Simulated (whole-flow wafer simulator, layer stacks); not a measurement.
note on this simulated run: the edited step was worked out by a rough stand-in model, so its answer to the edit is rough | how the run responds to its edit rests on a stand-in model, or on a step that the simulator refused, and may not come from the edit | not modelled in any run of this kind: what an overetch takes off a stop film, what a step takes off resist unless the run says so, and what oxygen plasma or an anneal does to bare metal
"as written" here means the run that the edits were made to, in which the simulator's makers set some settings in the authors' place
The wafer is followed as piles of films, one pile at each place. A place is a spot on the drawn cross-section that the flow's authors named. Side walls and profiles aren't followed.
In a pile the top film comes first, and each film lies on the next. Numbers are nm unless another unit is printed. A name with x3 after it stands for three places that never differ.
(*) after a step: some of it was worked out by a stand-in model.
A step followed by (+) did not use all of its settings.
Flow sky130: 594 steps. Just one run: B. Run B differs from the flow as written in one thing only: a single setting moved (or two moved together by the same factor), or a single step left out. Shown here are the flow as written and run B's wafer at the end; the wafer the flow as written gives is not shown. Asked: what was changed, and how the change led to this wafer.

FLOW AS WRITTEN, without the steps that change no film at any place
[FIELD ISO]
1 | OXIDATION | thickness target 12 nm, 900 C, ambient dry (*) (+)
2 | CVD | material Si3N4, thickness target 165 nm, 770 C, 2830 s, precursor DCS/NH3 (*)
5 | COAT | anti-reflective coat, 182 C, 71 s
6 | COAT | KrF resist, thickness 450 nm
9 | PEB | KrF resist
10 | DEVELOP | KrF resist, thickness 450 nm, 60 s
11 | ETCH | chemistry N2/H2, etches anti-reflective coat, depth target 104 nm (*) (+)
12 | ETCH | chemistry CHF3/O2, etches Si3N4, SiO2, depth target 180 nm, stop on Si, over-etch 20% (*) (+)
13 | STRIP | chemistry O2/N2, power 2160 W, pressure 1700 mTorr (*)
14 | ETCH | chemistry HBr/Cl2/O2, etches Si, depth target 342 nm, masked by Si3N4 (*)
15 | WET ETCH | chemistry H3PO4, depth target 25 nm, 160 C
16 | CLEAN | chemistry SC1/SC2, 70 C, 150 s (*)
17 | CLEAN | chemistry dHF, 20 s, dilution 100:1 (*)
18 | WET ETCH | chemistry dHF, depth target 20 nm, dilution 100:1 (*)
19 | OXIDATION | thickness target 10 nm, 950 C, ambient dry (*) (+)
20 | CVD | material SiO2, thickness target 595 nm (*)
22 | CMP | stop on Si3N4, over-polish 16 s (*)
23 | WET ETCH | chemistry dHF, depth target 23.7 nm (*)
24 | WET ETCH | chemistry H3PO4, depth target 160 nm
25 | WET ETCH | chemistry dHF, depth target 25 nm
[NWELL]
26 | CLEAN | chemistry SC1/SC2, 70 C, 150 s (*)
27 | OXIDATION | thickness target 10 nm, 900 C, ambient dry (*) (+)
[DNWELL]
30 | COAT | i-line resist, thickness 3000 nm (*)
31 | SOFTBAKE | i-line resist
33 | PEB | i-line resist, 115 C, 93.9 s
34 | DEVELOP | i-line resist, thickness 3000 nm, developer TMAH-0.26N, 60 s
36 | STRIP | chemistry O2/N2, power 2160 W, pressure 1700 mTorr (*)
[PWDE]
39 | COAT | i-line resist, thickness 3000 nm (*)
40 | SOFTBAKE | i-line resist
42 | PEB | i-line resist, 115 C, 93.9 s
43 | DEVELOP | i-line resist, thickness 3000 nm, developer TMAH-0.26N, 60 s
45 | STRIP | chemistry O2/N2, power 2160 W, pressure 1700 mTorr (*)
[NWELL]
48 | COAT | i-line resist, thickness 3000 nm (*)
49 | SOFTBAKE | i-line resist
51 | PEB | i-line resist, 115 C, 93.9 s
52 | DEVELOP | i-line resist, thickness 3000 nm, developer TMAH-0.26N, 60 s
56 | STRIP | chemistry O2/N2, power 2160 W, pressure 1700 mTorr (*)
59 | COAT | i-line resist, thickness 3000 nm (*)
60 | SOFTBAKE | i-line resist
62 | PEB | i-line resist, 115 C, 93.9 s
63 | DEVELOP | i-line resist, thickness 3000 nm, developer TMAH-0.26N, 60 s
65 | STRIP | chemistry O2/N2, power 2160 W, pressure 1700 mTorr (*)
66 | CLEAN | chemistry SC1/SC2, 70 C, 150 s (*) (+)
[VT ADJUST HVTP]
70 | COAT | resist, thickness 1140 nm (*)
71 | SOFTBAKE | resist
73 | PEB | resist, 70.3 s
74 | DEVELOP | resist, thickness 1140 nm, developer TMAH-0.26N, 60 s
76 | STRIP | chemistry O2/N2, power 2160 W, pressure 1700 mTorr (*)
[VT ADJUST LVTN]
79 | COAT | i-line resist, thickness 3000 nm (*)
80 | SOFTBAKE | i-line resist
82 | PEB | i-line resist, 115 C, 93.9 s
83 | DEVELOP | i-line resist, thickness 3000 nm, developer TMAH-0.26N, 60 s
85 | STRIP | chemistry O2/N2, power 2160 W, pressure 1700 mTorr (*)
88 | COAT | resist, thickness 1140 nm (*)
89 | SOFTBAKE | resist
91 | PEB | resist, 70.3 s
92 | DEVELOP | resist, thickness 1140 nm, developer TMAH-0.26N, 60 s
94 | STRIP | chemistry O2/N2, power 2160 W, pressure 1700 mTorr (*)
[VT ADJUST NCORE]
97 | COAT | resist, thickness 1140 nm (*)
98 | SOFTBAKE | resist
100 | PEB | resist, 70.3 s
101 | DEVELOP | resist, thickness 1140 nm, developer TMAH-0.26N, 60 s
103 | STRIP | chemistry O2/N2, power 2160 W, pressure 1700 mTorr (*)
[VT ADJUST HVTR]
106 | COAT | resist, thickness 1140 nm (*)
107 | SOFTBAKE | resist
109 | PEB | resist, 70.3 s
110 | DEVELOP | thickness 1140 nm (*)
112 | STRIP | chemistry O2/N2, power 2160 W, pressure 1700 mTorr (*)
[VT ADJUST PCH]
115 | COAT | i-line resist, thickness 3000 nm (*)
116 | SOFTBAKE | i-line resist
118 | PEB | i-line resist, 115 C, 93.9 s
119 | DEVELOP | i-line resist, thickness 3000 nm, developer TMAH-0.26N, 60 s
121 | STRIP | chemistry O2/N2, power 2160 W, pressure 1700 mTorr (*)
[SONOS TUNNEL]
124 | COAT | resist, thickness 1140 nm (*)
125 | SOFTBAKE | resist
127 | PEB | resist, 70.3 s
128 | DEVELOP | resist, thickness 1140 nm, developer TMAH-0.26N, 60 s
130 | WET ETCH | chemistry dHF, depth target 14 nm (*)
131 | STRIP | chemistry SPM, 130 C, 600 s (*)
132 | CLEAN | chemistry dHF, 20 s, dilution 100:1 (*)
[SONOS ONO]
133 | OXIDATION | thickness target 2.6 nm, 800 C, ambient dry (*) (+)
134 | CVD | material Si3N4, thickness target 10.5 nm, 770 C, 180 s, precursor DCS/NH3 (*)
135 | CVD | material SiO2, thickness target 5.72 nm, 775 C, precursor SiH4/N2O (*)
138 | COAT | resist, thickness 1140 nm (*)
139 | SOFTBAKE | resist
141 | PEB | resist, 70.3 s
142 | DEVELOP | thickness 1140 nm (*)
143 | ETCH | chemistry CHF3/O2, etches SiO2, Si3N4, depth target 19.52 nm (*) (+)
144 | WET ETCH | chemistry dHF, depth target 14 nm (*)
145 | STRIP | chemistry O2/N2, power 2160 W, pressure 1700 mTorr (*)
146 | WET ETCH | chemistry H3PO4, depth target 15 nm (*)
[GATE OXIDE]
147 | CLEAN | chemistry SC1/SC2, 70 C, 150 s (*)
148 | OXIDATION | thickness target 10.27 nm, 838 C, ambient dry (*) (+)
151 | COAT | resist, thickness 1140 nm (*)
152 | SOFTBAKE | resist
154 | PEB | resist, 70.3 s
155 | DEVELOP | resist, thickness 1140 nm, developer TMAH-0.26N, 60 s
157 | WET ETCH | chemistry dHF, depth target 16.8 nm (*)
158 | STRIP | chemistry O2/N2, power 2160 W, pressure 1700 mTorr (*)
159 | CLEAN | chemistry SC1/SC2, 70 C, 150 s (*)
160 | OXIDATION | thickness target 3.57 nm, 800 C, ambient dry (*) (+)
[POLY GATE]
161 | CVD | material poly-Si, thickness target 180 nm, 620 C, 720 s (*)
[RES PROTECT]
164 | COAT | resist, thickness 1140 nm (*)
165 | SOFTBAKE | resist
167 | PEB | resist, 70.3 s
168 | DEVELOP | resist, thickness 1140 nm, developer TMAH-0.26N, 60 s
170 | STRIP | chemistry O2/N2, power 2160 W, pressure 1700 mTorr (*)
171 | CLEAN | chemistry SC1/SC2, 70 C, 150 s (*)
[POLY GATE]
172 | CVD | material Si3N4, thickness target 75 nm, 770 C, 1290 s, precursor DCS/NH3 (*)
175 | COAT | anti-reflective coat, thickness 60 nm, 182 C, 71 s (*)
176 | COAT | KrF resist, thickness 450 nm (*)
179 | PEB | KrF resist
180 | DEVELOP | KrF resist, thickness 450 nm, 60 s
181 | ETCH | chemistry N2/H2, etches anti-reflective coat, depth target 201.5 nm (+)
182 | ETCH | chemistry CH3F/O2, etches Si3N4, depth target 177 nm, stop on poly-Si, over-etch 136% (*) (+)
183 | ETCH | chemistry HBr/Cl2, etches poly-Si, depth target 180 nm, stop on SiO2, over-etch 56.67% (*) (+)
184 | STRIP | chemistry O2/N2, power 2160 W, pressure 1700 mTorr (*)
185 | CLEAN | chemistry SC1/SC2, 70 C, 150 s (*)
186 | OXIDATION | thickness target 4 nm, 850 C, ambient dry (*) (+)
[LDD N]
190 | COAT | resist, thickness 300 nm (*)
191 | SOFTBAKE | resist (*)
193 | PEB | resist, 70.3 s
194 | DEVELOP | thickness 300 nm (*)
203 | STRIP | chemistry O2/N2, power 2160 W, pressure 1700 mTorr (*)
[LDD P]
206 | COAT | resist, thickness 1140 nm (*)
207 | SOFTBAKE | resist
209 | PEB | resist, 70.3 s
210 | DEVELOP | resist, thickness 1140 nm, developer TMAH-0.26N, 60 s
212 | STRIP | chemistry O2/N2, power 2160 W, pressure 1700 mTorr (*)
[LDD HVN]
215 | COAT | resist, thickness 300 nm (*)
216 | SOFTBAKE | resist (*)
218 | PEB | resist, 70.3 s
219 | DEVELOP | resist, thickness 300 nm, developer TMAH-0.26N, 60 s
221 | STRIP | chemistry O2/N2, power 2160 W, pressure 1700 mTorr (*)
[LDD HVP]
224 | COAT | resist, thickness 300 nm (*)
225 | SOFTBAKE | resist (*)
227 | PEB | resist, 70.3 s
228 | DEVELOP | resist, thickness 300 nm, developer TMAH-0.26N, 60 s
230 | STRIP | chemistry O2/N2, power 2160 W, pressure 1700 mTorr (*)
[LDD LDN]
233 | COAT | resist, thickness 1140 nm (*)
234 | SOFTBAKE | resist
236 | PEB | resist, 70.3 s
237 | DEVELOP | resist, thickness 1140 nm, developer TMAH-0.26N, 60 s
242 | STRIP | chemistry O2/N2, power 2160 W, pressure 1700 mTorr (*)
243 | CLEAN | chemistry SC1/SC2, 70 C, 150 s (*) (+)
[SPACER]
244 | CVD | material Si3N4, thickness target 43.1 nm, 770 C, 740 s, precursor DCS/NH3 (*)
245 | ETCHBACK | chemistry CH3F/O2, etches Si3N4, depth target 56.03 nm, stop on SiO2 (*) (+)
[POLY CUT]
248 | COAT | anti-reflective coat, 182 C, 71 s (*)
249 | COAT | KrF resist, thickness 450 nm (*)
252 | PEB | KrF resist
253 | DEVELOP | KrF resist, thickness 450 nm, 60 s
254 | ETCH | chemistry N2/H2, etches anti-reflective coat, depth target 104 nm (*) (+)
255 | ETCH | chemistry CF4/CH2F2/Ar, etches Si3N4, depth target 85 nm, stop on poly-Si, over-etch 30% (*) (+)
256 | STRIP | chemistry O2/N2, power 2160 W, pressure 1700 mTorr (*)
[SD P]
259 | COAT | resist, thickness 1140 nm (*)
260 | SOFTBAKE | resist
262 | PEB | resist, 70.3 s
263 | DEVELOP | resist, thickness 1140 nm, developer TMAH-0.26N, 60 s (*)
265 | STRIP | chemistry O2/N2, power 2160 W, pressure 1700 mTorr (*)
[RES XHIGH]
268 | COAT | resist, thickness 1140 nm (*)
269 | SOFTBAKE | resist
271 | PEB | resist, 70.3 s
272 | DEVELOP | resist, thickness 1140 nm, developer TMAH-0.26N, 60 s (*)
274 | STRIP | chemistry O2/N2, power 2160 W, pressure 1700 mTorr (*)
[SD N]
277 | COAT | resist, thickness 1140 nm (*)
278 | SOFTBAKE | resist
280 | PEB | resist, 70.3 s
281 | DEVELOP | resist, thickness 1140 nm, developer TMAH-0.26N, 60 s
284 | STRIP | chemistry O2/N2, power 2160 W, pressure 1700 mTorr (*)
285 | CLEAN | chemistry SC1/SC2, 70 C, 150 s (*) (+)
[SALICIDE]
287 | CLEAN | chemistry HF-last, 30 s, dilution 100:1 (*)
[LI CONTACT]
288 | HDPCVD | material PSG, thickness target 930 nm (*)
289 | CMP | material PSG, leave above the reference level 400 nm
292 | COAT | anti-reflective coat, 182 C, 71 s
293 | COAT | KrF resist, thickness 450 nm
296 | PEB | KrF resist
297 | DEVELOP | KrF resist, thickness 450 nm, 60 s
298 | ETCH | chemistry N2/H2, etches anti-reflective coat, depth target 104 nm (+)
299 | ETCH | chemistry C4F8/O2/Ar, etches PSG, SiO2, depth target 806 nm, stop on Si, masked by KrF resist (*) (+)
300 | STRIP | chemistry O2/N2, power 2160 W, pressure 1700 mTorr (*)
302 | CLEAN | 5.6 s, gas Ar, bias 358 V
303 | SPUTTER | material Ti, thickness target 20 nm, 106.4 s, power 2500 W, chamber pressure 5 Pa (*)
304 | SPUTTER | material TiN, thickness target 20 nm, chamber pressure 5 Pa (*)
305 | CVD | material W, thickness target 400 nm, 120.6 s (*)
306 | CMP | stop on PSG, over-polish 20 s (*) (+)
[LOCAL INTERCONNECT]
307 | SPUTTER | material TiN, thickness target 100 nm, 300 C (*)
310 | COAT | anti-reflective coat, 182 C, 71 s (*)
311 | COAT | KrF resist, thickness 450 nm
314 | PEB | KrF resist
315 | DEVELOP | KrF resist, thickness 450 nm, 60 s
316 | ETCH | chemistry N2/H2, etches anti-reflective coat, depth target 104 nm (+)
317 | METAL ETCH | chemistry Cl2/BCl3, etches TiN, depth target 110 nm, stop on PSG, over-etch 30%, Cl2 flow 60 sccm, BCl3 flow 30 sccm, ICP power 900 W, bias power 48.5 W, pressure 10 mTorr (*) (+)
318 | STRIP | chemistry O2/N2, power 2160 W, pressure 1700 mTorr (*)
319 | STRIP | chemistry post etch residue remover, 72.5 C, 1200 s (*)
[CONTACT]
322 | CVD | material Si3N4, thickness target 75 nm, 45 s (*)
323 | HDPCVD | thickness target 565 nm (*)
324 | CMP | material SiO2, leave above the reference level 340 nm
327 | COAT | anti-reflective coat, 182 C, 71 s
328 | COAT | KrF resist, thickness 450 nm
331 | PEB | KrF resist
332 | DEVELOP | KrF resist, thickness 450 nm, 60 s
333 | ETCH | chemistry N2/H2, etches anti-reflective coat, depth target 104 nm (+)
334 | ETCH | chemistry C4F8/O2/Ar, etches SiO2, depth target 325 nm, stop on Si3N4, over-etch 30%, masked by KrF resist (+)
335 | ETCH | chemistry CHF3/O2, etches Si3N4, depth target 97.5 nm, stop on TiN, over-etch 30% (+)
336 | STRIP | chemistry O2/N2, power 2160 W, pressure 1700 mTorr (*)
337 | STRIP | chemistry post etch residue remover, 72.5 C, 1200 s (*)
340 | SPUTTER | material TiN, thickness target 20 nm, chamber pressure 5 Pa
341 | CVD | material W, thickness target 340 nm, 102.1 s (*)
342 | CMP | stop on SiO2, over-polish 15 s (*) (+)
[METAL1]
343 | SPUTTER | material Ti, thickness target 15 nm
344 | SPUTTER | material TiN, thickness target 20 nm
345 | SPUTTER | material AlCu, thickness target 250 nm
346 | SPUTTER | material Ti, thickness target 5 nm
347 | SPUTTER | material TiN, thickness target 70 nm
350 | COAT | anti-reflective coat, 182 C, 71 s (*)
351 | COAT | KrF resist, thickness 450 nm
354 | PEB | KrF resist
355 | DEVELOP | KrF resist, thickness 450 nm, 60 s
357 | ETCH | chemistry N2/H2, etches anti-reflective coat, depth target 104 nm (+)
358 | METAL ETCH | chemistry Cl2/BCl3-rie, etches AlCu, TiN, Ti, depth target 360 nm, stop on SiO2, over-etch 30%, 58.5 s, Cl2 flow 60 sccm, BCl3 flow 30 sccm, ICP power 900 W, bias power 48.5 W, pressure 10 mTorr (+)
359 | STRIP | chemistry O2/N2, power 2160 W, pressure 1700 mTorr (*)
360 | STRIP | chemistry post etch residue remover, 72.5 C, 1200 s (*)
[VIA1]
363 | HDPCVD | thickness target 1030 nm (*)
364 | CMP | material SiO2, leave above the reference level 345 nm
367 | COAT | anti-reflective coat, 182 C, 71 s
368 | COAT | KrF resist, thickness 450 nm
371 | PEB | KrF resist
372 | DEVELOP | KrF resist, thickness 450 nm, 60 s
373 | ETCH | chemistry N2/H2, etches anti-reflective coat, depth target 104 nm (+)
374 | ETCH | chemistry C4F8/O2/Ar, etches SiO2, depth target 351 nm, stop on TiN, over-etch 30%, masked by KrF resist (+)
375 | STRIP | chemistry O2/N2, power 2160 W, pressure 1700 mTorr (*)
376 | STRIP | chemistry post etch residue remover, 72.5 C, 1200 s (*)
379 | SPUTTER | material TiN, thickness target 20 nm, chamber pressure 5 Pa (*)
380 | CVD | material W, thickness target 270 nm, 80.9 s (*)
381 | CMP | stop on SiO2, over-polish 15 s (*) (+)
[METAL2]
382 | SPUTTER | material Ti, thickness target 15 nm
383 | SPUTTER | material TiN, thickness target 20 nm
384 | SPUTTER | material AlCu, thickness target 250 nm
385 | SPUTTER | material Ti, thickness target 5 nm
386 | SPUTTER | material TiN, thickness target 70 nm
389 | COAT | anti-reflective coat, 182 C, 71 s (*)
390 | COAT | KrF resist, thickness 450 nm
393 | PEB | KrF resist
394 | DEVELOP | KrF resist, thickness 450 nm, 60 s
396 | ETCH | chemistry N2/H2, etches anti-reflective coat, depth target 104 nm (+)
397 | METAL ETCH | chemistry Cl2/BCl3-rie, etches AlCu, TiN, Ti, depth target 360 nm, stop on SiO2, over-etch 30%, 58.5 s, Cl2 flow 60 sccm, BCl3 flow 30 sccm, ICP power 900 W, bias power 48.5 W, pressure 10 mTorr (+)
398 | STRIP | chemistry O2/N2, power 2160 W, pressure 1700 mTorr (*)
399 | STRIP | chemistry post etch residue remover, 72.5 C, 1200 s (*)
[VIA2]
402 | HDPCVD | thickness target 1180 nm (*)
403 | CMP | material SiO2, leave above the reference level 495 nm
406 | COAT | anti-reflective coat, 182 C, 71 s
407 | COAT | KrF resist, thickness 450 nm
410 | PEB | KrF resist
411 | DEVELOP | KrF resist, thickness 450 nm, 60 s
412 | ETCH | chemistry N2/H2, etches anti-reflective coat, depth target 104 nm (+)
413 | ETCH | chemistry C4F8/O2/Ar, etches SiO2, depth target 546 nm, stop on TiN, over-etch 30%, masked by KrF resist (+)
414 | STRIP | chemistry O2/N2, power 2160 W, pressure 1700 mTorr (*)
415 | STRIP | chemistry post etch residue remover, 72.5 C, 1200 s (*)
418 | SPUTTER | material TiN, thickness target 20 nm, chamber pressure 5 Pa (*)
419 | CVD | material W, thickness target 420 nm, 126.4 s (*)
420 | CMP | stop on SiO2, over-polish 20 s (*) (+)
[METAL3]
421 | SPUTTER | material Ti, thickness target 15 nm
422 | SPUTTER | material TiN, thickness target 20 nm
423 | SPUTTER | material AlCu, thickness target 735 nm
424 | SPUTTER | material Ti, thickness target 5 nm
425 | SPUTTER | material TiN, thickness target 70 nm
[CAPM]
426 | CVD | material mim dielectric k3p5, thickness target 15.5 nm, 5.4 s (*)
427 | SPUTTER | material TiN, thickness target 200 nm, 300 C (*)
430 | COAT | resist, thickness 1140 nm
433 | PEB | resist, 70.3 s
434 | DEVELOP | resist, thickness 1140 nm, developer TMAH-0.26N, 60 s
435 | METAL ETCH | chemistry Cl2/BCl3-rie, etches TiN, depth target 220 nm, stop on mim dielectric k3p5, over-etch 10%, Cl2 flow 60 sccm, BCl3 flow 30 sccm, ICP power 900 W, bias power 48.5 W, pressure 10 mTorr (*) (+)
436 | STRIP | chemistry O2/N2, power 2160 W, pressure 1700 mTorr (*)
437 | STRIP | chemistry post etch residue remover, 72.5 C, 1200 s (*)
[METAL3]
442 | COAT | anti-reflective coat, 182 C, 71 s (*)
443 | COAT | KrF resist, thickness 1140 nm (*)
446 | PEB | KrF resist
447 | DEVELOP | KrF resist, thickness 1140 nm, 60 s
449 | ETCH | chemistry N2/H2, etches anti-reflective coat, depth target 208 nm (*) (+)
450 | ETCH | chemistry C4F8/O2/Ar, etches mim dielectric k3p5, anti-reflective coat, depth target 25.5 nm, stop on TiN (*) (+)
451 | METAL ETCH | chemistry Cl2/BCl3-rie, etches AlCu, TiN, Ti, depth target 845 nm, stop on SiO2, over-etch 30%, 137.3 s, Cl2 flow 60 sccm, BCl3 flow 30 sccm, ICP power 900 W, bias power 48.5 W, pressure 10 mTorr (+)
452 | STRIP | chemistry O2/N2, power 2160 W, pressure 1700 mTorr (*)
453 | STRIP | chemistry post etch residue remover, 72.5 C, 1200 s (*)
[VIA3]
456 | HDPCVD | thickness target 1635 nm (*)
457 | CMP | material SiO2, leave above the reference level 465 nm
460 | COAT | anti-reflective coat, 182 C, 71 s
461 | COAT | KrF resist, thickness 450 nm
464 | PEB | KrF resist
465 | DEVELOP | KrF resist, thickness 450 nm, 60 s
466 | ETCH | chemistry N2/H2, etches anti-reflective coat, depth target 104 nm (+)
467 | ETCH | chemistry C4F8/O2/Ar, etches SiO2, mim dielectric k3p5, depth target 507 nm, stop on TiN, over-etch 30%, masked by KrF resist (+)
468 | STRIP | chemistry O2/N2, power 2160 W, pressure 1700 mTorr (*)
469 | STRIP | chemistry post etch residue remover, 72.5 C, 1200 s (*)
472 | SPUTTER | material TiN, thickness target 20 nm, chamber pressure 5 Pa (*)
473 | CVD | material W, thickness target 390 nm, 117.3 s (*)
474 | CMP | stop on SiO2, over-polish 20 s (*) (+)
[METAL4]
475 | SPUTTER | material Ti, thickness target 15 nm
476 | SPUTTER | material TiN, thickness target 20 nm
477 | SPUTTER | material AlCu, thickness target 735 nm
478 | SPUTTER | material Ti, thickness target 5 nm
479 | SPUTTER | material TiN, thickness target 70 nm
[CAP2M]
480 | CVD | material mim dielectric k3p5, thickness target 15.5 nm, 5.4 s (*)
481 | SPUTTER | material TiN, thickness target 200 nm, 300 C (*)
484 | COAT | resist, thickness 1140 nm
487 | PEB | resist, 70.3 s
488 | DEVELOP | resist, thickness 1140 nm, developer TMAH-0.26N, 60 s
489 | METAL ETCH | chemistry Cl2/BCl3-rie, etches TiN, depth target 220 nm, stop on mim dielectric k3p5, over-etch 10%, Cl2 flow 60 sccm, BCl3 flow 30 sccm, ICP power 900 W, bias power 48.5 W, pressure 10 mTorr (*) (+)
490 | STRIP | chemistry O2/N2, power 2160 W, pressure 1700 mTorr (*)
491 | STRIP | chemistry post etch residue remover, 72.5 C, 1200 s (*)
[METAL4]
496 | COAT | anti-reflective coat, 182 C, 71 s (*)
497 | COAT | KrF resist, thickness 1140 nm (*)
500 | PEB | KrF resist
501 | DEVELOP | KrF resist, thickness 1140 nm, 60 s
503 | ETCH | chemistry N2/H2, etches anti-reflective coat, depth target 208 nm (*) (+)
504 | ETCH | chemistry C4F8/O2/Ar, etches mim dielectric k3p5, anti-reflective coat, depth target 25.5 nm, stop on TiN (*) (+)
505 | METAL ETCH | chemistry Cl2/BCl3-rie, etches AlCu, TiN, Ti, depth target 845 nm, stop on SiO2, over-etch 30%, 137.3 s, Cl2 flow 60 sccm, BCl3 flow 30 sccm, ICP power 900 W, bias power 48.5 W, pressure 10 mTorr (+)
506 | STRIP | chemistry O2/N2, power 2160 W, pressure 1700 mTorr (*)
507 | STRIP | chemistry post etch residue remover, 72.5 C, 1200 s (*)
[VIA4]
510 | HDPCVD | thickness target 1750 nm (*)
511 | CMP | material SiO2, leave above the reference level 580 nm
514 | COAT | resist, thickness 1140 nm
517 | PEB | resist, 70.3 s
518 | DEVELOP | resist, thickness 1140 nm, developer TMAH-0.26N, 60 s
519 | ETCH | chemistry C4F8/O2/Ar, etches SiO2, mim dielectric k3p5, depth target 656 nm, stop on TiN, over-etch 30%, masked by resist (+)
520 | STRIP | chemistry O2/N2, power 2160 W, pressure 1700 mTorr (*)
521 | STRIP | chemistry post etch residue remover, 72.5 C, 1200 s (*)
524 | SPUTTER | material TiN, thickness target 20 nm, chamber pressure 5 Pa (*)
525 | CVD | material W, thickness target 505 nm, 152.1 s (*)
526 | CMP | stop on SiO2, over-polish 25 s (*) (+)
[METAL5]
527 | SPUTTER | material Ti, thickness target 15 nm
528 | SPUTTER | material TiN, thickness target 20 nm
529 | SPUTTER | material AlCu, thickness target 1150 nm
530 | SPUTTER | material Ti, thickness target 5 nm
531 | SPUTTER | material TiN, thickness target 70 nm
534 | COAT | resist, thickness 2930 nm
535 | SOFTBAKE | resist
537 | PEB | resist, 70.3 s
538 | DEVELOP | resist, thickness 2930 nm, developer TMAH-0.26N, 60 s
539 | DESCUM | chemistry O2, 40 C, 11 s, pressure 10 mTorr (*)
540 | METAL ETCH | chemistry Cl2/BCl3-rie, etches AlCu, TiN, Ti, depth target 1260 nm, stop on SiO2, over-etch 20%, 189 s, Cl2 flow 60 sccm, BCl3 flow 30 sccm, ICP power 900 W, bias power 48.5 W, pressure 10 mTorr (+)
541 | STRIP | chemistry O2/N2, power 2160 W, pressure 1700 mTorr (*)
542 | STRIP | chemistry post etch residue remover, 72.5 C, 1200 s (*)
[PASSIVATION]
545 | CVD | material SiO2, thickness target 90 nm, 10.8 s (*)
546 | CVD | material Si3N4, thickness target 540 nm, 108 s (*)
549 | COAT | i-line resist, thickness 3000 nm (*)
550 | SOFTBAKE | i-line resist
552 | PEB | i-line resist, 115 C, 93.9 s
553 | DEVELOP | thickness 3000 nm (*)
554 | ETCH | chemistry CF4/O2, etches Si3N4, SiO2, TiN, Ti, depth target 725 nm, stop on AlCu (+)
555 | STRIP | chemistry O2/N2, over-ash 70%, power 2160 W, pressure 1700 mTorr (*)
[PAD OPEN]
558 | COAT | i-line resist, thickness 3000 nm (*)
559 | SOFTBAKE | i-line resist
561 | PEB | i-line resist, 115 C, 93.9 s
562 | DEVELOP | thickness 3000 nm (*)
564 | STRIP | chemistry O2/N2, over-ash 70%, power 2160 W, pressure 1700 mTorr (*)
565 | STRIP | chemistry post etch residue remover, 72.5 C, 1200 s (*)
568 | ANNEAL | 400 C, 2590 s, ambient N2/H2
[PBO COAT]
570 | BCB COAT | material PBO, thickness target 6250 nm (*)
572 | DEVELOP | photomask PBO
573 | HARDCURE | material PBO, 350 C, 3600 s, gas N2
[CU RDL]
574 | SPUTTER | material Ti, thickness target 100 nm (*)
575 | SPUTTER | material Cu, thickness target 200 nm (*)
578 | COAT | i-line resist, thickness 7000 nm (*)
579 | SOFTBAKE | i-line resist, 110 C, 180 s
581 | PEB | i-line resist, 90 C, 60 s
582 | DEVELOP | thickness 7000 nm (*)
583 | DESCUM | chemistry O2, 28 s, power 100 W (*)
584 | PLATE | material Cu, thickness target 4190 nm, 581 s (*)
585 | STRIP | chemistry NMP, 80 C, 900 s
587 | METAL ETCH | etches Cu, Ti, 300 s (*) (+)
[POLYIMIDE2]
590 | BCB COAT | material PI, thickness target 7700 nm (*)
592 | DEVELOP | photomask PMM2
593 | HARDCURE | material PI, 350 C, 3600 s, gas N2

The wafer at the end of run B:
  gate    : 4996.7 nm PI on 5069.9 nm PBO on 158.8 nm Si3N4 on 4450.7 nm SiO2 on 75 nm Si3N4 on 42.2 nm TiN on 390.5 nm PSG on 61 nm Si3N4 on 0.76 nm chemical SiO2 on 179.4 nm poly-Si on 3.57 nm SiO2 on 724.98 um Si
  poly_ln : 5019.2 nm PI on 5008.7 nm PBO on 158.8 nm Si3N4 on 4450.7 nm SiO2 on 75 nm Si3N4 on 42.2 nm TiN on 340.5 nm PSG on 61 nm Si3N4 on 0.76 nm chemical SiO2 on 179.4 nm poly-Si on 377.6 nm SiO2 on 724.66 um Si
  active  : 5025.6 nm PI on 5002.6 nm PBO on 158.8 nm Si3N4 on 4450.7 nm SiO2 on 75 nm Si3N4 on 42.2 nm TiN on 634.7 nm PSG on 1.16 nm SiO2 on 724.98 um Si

Cause: step 307, SPUTTER: thickness target 154 nm was run, while the flow as written has thickness target 100 nm.

The path from the change to this, step by step:
  307 | SPUTTER | material TiN, thickness target 100 nm, 300 C (*)
      field, active, n_well and 188 more: TiN gains 154 (new film) (in the flow as written it would be: TiN gains 100 (new film))
  317 | METAL ETCH | chemistry Cl2/BCl3, etches TiN, depth target 110 nm, stop on PSG, over-etch 30%, Cl2 flow 60 sccm, BCl3 flow 30 sccm, ICP power 900 W, bias power 48.5 W, pressure 10 mTorr (*) (+)
      field, active, gate and 88 more: TiN loses 110 (in the flow as written it would be: TiN loses 98.7 (all of it))
  324 | CMP | material SiO2, leave above the reference level 340 nm
      field, active, gate and 88 more: SiO2 loses 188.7 (in the flow as written it would be: SiO2 loses 200.4)
With metal films that touch counted as one body, gate has 1 body; the flow as written gives 0 bodies.
With metal films that touch counted as one body, poly_ln has 1 body; the flow as written gives 0 bodies.
With metal films that touch counted as one body, active has 1 body; the flow as written gives 0 bodies.
